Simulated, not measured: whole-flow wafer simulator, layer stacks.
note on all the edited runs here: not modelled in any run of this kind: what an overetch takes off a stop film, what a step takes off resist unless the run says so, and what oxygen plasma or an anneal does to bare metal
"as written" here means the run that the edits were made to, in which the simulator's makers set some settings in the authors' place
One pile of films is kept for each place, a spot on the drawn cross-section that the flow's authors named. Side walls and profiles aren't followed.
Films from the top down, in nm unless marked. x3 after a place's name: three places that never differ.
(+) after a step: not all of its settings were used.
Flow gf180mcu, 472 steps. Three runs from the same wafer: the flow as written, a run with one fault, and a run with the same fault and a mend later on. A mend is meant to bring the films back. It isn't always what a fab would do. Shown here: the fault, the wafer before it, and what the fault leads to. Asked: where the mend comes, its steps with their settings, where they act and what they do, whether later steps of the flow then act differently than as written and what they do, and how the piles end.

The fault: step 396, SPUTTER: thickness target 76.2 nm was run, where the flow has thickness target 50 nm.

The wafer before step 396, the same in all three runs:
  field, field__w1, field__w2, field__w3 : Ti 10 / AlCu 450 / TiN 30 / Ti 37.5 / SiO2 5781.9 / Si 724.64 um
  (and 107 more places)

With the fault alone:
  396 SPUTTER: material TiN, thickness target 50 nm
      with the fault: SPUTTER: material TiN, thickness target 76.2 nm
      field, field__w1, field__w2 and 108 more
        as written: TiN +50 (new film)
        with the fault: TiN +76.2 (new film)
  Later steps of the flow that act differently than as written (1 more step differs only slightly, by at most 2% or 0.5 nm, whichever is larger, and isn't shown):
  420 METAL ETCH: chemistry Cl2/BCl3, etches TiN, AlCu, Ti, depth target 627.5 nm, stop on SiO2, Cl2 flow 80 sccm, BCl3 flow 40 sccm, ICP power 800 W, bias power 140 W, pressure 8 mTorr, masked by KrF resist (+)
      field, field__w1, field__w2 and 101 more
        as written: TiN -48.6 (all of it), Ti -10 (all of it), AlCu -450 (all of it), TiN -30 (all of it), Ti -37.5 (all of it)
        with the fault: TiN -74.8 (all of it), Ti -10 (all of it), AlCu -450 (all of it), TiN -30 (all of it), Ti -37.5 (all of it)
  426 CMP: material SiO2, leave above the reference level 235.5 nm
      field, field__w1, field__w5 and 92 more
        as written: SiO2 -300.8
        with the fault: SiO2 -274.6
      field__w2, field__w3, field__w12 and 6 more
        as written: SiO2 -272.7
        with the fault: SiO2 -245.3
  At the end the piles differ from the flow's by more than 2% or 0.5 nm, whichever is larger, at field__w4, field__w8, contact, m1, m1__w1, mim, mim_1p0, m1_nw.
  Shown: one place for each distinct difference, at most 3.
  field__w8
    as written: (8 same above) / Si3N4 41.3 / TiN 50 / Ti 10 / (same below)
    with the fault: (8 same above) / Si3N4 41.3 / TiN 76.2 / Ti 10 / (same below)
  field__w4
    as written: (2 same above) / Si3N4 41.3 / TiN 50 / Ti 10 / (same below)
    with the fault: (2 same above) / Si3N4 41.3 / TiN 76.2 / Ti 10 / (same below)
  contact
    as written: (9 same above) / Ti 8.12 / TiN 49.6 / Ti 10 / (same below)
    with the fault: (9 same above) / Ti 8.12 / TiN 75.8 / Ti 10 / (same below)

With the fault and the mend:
  The mend comes after step 407.
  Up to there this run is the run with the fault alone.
  408 METAL ETCH: chemistry Cl2/BCl3, etches TiN, AlCu, depth target 350.7 nm, stop on Si3N4, over-etch 10%, Cl2 flow 80 sccm, BCl3 flow 40 sccm, ICP power 800 W, bias power 140 W, pressure 8 mTorr, masked by resist (+) (the flow's step 408, which as written has depth target 324.5 nm)
      field, field__w1, field__w2 and 107 more
        TiN -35 (all of it), AlCu -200 (all of it), TiN -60 (all of it)
      mim
        resist -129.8
  Later steps of the flow that act differently than as written (1 more step differs only slightly, by at most 2% or 0.5 nm, whichever is larger, and isn't shown):
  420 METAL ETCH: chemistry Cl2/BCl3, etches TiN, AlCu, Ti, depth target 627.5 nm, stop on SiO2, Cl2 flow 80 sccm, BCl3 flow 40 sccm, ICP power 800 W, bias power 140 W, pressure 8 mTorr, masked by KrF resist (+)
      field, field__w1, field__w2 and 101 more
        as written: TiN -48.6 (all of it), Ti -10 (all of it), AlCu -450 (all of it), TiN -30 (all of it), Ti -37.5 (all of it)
        with the mend: TiN -74.8 (all of it), Ti -10 (all of it), AlCu -450 (all of it), TiN -30 (all of it), Ti -37.5 (all of it)
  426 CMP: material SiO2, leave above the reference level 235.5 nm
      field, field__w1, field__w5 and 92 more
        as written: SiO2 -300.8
        with the mend: SiO2 -274.6
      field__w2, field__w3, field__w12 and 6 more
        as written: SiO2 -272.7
        with the mend: SiO2 -245.3
  At the end the piles differ from the flow's by more than 2% or 0.5 nm, whichever is larger, at field__w4, field__w8, contact, m1, m1__w1, mim, mim_1p0, m1_nw.
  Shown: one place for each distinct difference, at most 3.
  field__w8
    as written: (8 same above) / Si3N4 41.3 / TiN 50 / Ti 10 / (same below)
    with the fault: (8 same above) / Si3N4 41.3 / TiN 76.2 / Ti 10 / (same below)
    with the mend: (8 same above) / Si3N4 41.3 / TiN 76.2 / Ti 10 / (same below)
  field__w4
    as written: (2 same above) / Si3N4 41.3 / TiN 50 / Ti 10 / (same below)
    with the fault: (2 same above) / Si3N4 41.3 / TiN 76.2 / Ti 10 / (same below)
    with the mend: (2 same above) / Si3N4 41.3 / TiN 76.2 / Ti 10 / (same below)
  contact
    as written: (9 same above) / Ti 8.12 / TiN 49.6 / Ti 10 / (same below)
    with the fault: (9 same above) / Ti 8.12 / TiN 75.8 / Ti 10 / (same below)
    with the mend: (9 same above) / Ti 8.12 / TiN 75.8 / Ti 10 / (same below)
